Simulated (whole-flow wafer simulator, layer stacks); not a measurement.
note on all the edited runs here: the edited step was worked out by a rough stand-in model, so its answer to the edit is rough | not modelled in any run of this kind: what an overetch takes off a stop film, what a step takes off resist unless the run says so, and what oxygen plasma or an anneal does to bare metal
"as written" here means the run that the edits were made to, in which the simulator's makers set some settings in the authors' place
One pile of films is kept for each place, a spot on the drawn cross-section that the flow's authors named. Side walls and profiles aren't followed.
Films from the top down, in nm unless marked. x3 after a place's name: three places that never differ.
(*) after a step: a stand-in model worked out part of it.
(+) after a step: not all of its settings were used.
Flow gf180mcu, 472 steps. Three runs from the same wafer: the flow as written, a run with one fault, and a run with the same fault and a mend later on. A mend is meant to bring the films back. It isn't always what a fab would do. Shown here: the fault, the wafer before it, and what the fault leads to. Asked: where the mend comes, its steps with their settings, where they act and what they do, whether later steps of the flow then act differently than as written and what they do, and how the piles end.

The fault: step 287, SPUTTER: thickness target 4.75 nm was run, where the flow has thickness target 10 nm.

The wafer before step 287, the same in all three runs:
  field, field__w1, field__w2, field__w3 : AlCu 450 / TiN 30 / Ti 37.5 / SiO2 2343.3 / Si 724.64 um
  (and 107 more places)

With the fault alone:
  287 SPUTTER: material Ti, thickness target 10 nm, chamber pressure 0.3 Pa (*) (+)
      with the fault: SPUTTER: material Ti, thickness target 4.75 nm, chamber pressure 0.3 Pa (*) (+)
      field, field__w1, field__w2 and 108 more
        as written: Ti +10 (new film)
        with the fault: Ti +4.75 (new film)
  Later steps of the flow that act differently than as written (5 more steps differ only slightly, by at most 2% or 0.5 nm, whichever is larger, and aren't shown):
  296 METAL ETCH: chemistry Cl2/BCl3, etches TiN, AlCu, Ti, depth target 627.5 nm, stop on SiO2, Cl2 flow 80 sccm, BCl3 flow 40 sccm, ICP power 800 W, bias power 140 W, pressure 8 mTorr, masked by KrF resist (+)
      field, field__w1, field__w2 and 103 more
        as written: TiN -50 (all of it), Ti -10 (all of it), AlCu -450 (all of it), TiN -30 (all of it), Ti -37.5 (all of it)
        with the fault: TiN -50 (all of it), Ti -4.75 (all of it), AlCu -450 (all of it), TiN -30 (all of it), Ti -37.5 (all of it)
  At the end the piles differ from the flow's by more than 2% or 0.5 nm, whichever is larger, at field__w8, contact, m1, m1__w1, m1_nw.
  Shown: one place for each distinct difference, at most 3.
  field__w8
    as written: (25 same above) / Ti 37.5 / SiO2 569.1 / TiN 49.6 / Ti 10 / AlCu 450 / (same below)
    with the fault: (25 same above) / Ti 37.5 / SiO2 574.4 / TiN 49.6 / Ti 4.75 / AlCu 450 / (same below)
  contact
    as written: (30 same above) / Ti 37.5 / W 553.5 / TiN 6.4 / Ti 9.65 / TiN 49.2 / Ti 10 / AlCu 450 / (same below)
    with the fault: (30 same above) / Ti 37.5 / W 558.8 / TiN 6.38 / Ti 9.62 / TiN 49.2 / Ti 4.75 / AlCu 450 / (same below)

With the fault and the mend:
  The mend comes after step 287.
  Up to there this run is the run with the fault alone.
  287a SPUTTER: material Ti, thickness target 5.25 nm, chamber pressure 0.3 Pa (*) (+) (the flow's step 287 once more, with other settings)
      field, field__w1, field__w2 and 108 more
        Ti +5.25
  No later step of the flow acts differently than as written at any place that is followed.
  At the end the piles are the same as the flow's at every place that both follow.
